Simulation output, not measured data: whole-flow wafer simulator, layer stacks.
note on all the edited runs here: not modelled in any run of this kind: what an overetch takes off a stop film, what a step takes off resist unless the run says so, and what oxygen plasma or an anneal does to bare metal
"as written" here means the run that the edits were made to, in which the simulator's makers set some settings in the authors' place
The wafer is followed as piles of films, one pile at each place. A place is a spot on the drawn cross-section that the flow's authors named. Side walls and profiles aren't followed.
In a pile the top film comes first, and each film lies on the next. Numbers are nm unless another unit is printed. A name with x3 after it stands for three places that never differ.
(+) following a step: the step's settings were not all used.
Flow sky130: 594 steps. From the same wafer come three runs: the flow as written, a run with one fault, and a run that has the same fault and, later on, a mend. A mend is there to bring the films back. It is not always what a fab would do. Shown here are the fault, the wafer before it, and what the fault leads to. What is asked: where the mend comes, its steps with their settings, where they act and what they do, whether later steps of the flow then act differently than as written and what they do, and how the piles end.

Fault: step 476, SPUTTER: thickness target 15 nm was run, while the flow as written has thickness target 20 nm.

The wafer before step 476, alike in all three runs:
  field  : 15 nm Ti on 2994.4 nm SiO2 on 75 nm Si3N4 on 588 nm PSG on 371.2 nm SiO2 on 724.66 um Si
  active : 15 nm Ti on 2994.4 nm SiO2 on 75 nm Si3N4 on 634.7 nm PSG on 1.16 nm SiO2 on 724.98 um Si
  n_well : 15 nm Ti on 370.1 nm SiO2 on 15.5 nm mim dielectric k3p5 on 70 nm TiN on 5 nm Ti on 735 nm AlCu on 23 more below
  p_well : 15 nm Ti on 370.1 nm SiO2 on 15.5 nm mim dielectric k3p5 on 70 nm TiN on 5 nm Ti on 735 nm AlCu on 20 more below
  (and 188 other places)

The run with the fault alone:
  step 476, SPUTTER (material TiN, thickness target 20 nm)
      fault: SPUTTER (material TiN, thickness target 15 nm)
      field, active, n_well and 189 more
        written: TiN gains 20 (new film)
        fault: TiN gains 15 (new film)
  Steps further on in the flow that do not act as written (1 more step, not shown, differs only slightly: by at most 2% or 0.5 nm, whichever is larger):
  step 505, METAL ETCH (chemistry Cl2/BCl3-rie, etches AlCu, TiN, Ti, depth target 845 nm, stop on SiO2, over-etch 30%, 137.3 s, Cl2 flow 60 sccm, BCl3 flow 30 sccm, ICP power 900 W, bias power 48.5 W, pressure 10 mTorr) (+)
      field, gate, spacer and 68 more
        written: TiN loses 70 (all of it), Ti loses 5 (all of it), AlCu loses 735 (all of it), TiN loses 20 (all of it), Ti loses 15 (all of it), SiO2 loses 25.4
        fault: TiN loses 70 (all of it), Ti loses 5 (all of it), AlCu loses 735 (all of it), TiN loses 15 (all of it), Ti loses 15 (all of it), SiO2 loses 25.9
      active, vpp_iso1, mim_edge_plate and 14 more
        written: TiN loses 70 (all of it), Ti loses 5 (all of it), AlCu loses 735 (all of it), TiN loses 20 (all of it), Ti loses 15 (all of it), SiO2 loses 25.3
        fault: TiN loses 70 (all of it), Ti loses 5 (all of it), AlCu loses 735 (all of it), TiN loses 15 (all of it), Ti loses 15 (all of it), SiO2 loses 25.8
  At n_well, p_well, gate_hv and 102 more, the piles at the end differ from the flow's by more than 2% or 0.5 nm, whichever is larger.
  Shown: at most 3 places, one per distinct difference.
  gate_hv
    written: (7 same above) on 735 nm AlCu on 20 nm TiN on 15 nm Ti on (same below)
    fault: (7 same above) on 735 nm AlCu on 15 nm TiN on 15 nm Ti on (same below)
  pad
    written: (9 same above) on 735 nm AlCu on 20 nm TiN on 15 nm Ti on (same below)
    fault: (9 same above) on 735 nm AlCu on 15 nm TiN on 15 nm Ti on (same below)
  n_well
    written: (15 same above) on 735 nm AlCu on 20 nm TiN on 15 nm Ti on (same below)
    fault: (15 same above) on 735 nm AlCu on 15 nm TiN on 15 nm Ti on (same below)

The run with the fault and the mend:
  The mend stands after step 476.
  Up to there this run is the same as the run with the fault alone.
  step 476a, SPUTTER (material TiN, thickness target 5 nm) (the flow's step 476, run once more with other settings)
      field, active, n_well and 189 more
        TiN gains 5
  Every later step of the flow that is run acts as written at every place that is followed.
  By the end, the piles equal the flow's at every place that both follow.
